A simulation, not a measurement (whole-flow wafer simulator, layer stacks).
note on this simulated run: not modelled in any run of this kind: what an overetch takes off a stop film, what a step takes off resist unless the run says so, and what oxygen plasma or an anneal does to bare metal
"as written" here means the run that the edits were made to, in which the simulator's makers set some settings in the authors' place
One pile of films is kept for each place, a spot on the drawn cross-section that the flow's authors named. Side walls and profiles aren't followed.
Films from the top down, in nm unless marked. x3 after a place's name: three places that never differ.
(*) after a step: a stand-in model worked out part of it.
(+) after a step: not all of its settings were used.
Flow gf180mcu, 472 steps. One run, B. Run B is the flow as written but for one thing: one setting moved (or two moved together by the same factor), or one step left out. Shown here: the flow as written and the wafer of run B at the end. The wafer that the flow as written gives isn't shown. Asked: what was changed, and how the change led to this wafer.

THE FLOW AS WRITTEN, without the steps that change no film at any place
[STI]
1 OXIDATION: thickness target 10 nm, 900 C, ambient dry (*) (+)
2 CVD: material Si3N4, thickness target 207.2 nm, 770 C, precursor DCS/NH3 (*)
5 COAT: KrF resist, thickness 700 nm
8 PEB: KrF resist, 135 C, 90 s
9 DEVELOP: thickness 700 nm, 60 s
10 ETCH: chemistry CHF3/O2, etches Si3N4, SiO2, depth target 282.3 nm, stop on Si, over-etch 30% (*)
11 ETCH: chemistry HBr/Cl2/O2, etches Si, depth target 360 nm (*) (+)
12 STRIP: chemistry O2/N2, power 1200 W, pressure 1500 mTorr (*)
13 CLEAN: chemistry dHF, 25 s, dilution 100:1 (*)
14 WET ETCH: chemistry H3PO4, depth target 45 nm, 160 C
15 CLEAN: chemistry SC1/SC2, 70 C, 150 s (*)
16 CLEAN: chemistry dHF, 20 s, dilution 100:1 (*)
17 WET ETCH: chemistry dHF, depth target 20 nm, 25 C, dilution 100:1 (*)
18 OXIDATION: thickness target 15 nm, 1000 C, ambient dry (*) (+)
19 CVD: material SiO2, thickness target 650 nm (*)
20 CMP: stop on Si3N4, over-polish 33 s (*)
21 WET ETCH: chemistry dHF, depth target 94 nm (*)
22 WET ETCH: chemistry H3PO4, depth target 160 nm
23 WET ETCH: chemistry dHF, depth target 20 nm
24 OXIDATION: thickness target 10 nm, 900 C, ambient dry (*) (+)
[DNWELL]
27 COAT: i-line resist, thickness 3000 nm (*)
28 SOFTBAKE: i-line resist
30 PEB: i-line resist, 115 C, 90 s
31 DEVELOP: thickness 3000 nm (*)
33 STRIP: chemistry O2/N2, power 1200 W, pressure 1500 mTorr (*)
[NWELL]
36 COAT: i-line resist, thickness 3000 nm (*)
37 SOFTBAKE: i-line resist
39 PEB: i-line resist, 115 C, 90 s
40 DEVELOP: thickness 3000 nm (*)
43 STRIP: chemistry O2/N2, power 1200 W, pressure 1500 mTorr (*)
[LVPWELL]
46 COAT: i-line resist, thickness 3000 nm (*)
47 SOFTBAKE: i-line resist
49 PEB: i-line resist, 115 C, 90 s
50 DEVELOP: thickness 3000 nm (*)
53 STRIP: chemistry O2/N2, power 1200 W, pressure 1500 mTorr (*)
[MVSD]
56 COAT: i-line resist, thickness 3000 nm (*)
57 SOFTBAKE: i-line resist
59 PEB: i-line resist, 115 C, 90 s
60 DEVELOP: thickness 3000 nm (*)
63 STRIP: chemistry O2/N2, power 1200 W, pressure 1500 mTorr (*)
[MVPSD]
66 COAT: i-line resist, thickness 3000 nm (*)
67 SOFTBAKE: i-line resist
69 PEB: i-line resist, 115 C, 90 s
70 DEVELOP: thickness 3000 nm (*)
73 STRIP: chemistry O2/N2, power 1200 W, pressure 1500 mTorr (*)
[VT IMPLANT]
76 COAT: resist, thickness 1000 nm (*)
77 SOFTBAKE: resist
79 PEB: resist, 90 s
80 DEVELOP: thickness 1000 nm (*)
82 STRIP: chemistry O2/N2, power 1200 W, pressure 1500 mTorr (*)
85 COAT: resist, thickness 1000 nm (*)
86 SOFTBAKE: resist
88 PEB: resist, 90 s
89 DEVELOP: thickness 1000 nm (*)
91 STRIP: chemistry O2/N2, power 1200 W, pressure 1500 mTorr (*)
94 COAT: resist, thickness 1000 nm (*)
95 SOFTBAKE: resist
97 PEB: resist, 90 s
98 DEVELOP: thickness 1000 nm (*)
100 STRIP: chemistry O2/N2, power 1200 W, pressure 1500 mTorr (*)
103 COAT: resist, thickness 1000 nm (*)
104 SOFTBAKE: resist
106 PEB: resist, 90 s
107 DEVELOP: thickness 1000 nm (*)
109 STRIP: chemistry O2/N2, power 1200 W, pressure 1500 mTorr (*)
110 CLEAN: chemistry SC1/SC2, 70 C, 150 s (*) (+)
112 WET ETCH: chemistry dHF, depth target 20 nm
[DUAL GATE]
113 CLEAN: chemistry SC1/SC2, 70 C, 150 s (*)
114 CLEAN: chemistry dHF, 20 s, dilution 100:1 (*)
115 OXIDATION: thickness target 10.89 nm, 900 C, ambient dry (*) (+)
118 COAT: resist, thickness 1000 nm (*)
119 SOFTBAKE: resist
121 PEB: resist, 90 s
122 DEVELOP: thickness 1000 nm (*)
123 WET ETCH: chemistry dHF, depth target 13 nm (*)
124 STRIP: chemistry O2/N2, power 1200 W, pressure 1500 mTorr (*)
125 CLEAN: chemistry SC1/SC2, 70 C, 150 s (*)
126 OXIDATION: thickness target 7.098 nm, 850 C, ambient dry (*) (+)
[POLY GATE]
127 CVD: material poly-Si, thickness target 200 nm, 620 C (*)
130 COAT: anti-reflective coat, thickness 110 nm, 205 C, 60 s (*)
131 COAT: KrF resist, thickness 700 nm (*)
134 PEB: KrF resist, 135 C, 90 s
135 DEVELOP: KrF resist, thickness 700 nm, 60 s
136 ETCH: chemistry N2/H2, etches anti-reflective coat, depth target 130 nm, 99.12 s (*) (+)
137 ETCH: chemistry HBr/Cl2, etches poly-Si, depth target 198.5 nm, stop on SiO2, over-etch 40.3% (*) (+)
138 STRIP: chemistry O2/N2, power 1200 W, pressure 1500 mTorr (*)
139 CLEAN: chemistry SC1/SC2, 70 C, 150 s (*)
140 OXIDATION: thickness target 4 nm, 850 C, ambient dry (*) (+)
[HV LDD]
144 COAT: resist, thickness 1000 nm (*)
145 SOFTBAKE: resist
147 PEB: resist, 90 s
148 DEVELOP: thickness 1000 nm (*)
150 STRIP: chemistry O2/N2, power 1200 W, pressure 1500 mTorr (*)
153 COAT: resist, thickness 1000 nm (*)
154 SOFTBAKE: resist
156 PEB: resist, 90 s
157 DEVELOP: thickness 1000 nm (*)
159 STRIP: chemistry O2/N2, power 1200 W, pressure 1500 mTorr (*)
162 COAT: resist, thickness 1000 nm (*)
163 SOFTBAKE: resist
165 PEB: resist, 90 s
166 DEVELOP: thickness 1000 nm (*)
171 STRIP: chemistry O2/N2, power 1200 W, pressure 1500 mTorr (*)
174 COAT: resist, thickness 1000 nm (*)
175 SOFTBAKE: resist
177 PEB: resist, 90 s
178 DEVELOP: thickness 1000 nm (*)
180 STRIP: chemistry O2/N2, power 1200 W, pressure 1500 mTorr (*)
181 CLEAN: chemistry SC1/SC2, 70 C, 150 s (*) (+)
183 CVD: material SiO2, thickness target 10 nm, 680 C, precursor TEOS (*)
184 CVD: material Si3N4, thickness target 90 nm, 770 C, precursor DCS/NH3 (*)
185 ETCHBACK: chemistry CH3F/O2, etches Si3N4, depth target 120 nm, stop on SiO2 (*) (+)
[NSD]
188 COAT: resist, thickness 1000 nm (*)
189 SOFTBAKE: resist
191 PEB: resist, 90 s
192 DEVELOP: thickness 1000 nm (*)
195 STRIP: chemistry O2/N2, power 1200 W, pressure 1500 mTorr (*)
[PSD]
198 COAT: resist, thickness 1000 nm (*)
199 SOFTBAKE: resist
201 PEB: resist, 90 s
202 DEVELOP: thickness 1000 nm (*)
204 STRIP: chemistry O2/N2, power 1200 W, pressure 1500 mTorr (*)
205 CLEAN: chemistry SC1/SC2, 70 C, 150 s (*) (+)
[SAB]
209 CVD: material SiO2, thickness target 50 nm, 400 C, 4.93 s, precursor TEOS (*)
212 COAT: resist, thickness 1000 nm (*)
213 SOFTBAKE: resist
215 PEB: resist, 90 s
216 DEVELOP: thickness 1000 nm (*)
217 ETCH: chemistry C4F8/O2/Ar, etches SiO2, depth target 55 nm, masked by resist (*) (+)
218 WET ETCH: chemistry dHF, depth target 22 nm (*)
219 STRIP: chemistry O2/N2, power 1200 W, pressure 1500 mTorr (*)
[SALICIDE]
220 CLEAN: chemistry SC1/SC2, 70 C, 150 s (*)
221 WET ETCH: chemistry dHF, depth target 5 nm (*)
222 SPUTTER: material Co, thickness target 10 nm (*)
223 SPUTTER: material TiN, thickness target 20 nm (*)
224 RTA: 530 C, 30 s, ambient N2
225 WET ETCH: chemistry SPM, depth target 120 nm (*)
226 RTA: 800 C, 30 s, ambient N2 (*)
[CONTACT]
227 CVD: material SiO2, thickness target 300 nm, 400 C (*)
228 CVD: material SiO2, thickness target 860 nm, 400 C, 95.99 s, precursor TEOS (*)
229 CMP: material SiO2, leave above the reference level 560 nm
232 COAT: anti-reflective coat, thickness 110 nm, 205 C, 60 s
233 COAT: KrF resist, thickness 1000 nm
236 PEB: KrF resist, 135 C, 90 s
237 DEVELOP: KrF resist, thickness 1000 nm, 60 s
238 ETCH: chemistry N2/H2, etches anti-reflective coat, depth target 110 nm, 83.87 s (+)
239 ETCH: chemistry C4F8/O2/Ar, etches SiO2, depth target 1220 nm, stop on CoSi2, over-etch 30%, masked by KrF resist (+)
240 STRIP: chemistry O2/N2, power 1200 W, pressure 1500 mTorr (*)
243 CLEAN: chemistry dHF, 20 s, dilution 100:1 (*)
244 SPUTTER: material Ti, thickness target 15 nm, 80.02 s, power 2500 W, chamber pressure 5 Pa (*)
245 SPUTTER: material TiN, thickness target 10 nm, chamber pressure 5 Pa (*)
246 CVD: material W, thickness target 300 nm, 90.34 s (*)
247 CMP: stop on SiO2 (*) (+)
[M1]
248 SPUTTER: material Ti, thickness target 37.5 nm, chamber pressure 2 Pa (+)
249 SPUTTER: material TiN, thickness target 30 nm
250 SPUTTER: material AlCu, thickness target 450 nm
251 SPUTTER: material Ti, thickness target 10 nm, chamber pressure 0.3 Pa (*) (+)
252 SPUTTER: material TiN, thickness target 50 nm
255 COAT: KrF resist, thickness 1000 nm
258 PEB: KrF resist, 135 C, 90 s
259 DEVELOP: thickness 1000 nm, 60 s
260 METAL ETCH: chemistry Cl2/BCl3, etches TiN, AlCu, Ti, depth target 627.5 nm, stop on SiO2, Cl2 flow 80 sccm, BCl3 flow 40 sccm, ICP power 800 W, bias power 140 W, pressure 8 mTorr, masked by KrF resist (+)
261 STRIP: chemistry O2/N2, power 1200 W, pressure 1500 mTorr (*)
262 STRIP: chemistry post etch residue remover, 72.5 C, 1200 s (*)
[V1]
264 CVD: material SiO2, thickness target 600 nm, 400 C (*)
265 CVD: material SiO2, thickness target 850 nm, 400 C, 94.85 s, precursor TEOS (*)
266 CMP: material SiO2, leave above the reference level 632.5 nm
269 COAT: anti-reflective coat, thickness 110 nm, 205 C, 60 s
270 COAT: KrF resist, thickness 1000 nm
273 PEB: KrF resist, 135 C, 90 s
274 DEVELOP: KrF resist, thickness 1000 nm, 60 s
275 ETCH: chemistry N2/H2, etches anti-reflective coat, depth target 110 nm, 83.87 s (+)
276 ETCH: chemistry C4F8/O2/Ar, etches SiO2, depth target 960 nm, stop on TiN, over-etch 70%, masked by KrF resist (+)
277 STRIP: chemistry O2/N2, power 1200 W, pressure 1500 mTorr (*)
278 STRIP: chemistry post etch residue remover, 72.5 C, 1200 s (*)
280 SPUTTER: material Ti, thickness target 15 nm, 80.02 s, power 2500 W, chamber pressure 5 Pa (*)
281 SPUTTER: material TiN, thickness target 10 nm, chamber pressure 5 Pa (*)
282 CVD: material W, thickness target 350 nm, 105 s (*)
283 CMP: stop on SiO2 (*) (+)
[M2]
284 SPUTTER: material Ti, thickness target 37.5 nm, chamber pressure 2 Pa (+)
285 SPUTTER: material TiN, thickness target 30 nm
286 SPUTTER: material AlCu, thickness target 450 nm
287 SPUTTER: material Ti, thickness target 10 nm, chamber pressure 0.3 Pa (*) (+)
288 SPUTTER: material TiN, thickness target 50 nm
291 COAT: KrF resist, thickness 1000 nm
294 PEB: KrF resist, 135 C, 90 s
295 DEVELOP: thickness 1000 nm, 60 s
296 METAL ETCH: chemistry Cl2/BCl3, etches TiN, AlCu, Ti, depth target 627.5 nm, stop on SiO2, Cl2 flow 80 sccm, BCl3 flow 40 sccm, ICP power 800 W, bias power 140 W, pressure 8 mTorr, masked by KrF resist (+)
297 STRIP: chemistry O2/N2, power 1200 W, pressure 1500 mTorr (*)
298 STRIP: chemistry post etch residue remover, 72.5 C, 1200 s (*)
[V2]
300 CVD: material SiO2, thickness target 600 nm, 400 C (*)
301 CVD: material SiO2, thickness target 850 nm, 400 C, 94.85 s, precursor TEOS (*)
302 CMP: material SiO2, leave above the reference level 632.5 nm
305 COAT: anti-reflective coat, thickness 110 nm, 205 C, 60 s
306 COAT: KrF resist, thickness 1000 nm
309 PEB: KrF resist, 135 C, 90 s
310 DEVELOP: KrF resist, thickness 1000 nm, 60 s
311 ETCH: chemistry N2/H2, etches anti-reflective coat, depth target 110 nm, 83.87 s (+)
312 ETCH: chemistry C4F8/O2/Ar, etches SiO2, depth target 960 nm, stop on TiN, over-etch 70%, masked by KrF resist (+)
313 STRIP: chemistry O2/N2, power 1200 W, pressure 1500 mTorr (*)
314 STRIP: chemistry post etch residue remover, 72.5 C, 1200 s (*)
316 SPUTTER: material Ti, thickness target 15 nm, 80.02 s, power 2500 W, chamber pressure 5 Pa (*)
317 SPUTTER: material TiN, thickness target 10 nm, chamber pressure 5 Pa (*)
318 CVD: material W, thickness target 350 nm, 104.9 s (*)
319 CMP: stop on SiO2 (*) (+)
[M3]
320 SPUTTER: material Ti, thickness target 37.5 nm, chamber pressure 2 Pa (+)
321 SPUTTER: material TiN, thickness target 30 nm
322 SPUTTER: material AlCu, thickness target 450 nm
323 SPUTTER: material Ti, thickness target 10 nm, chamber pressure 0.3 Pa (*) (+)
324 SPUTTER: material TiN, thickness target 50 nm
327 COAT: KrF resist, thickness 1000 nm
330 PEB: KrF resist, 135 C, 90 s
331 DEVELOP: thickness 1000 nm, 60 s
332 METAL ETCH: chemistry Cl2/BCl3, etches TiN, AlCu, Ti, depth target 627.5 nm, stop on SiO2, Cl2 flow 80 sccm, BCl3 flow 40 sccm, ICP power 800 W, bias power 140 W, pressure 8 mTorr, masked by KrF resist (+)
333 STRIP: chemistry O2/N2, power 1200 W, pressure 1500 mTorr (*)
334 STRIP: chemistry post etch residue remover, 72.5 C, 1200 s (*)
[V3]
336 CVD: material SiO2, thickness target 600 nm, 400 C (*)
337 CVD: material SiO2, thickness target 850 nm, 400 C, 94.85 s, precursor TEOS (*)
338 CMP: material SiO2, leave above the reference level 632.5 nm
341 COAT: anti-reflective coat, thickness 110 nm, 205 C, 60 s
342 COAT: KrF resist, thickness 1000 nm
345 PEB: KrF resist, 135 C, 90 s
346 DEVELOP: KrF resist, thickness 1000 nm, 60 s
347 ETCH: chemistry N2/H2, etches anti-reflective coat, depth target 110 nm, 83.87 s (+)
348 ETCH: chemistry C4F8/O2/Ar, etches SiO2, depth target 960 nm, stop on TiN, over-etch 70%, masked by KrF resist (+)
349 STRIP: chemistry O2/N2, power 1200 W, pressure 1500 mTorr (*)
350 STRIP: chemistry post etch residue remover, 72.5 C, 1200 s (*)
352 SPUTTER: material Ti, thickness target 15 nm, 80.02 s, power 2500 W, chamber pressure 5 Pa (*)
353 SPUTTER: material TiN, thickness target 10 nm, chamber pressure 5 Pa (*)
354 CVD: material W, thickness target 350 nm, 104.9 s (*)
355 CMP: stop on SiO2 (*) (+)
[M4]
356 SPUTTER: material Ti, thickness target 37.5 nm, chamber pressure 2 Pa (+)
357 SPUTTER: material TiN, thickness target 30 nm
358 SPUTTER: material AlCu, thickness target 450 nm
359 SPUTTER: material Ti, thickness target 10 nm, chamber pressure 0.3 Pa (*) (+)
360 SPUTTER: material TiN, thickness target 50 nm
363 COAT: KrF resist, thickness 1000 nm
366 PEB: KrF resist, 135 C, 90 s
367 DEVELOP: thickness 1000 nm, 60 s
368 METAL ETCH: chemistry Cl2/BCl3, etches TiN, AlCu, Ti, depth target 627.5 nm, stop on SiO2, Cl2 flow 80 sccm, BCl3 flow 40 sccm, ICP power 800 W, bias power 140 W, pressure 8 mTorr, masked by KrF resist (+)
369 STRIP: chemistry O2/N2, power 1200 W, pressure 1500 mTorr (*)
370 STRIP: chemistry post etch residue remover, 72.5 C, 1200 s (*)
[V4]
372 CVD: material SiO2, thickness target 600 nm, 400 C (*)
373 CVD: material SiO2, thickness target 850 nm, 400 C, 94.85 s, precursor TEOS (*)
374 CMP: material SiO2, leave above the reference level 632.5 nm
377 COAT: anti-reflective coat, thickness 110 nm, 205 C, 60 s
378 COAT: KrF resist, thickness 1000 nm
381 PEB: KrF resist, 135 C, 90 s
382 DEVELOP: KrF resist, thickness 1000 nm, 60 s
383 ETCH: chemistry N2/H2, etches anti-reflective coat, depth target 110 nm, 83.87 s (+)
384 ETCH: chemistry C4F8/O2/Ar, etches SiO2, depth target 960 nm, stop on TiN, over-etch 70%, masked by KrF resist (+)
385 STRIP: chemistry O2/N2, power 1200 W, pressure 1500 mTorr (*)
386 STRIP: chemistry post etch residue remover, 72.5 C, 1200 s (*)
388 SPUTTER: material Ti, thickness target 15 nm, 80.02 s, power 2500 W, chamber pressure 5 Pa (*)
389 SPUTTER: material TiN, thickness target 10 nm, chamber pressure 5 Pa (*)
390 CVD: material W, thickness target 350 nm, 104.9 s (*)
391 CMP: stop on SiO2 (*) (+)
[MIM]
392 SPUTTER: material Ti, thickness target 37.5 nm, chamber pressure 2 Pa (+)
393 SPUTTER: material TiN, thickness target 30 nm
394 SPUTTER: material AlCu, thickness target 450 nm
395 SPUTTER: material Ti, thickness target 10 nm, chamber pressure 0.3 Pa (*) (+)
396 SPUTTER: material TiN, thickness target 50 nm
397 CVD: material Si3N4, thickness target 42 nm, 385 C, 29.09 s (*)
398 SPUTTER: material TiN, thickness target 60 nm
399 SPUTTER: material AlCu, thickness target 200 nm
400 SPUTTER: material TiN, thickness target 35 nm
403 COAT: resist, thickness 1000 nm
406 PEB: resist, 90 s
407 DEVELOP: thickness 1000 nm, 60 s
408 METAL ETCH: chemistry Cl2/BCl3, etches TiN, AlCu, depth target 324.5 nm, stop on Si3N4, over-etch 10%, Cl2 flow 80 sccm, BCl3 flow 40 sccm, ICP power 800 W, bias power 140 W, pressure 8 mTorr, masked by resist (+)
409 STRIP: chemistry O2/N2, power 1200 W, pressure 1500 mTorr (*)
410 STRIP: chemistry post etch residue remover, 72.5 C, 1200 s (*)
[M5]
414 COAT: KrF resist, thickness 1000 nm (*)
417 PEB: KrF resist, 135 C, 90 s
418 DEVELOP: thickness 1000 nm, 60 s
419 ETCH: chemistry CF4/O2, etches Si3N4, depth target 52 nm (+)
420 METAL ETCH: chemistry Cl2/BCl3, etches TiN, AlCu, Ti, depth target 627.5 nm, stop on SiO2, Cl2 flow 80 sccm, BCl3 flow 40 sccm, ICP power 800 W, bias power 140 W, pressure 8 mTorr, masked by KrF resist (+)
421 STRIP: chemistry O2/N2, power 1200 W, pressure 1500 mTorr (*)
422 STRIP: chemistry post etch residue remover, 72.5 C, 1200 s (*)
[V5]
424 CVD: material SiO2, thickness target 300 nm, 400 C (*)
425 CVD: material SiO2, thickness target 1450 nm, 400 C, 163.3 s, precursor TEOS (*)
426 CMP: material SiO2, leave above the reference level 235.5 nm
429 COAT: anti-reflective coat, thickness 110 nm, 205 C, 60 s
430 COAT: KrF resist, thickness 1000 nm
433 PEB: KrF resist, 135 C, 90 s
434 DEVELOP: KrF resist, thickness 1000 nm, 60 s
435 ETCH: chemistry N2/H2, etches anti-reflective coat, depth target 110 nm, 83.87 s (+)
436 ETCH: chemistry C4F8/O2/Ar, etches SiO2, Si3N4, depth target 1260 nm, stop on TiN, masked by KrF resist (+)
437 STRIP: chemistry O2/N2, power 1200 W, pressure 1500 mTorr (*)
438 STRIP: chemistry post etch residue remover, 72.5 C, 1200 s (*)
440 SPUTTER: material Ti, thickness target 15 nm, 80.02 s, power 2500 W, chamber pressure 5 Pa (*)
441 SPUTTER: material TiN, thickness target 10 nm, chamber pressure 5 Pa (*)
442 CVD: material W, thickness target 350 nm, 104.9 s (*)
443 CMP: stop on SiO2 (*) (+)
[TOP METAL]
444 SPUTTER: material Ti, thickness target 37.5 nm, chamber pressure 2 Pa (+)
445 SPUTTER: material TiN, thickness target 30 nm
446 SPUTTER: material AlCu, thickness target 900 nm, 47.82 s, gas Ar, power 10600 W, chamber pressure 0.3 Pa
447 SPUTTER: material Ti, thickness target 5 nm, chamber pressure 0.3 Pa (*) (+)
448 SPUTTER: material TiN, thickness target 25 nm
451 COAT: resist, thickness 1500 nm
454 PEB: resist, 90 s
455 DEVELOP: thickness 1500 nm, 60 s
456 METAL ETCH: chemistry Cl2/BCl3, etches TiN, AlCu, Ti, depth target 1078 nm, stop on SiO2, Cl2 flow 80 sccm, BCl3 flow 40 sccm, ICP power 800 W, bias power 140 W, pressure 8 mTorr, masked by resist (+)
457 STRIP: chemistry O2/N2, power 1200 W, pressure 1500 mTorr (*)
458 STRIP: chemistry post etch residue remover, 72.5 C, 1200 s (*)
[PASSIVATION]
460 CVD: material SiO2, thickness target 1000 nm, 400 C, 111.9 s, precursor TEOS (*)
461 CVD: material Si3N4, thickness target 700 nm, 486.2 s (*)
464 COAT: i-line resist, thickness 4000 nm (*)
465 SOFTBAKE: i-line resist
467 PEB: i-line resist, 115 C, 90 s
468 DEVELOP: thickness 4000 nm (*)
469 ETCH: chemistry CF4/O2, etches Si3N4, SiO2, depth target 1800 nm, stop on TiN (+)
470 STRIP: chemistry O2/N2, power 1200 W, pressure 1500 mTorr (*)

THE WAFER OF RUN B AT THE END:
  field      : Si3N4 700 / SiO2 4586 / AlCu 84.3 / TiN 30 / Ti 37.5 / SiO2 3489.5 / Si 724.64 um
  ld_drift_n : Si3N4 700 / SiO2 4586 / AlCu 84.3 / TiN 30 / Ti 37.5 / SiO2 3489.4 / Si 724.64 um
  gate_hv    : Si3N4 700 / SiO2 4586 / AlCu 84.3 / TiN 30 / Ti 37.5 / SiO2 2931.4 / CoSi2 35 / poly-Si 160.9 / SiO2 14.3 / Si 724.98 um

The cause: step 332, METAL ETCH: depth target 420 nm was run, where the flow has depth target 627.5 nm.

How the change led to this, step by step:
  332 METAL ETCH: chemistry Cl2/BCl3, etches TiN, AlCu, Ti, depth target 627.5 nm, stop on SiO2, Cl2 flow 80 sccm, BCl3 flow 40 sccm, ICP power 800 W, bias power 140 W, pressure 8 mTorr, masked by KrF resist (+)
      field, field__w1, field__w2 and 103 more: TiN -50 (all of it), Ti -10 (all of it), AlCu -360 (as written it would be: TiN -50 (all of it), Ti -10 (all of it), AlCu -450 (all of it), TiN -30 (all of it), Ti -37.5 (all of it))
      field__w8, contact, m1, m1__w1, m1_nw: KrF resist -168 (as written it would be: KrF resist -251)
  333 STRIP: chemistry O2/N2, power 1200 W, pressure 1500 mTorr (*)
      field__w8, contact, m1, m1__w1, m1_nw: KrF resist -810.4 (all of it) (as written it would be: KrF resist -727.4 (all of it))
  334 STRIP: chemistry post etch residue remover, 72.5 C, 1200 s (*)
      field, field__w1, field__w2 and 103 more: AlCu -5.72 (as written it would be: nothing)
  336 CVD: material SiO2, thickness target 600 nm, 400 C (*)
      field, field__w1, field__w2 and 103 more: SiO2 +600 (new film) (as written it would be: SiO2 +600)
  338 CMP: material SiO2, leave above the reference level 632.5 nm
      field, field__w1, field__w2 and 103 more: SiO2 -451.8 (as written it would be: SiO2 -300)
Counting metal films that touch as one body, field has 1 body; the flow as written gives 0 bodies.
Counting metal films that touch as one body, ld_drift_n has 1 body; the flow as written gives 0 bodies.
Counting metal films that touch as one body, gate_hv has 2 bodies (between them, from the top down: SiO2 2931.4); the flow as written gives 1 body.
